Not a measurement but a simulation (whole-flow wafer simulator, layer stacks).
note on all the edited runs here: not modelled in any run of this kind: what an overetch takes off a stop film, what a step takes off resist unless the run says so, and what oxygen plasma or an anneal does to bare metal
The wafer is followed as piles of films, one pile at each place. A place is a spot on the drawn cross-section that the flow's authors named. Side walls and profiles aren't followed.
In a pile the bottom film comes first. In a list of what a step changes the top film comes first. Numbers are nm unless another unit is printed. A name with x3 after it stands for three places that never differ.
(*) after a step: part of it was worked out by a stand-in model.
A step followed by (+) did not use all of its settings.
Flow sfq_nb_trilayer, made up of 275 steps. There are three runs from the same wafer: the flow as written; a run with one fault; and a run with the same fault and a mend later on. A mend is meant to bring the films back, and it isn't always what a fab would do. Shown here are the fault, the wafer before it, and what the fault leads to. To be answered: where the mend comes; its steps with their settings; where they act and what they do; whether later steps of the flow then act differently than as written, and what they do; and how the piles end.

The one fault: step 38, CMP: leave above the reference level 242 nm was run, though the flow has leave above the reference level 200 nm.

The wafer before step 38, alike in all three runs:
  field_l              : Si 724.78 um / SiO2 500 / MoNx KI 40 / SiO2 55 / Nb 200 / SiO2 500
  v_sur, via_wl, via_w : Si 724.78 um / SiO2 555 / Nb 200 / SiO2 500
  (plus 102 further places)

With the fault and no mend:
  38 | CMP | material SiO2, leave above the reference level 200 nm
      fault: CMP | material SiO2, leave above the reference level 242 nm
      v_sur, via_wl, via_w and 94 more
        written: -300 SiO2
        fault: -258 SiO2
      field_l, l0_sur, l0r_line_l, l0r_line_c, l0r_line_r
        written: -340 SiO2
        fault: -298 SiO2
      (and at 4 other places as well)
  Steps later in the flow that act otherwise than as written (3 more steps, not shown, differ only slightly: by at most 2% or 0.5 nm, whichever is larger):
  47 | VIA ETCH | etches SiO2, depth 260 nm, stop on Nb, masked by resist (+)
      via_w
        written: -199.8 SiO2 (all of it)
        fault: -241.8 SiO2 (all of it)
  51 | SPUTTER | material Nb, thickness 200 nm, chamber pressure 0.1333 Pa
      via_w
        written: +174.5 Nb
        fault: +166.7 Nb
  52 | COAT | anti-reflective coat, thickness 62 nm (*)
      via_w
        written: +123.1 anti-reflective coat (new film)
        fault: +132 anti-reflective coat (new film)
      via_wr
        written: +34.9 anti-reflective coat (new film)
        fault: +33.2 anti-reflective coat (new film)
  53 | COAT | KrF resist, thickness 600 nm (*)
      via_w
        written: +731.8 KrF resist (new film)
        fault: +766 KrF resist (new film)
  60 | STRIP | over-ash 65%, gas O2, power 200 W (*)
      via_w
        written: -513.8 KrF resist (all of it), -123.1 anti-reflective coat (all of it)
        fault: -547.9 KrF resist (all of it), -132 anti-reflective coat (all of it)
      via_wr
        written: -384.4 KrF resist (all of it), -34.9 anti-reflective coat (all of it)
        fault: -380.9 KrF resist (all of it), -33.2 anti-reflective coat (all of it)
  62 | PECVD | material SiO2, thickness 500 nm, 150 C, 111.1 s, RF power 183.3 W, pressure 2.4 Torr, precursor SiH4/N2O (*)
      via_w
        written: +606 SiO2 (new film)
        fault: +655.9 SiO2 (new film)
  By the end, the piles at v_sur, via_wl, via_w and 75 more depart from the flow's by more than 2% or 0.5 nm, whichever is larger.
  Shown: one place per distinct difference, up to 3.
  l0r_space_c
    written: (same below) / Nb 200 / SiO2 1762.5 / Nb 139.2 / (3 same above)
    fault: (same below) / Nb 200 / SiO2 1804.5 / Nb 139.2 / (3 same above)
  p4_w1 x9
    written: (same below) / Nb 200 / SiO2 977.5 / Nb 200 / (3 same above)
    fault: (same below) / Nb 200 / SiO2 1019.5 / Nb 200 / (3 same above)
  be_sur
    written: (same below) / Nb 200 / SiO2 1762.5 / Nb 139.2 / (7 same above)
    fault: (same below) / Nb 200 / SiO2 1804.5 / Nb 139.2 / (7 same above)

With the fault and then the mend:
  The mend stands after step 45.
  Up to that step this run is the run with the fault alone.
  45a | STRIP | over-ash 65%, gas O2, power 200 W (*)
      field_l, v_sur, via_wl and 102 more
        -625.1 KrF resist (all of it), -62 anti-reflective coat (all of it)
      via_w
        -62 anti-reflective coat (all of it)
  45b | CMP | material SiO2, leave above the reference level 200 nm (the flow's step 38, run once more)
      field_l, v_sur, via_wl and 103 more
        -42 SiO2
  45c | COAT | anti-reflective coat, thickness 62 nm (the flow's step 40, run once more)
      field_l, v_sur, via_wl and 103 more
        +62 anti-reflective coat (new film)
  45d | COAT | KrF resist, thickness 650 nm (the flow's step 41, run once more)
      field_l, v_sur, via_wl and 103 more
        +650 KrF resist (new film)
  45e | SOFTBAKE | KrF resist (the flow's step 42, run once more)
      alters no film at any place that is followed
  45f | EXPOSE | photomask I0, dose 11.91 mJ/cm2, NA 0.6, wavelength 248 nm (*) (the flow's step 43, run once more)
      alters no film at any place that is followed
  45g | PEB | KrF resist, 90 s (the flow's step 44, run once more)
      field_l, v_sur, via_wl and 103 more
        -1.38 KrF resist
  45h | DEVELOP | KrF resist, thickness 650 nm, 60 s (the flow's step 45, run once more)
      field_l, v_sur, via_wl and 102 more
        -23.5 KrF resist
      via_w
        -648.6 KrF resist (all of it)
  Later steps of the flow that are run all act as written at every place that is followed.
  By the end, the piles equal the flow's at every place that both follow.
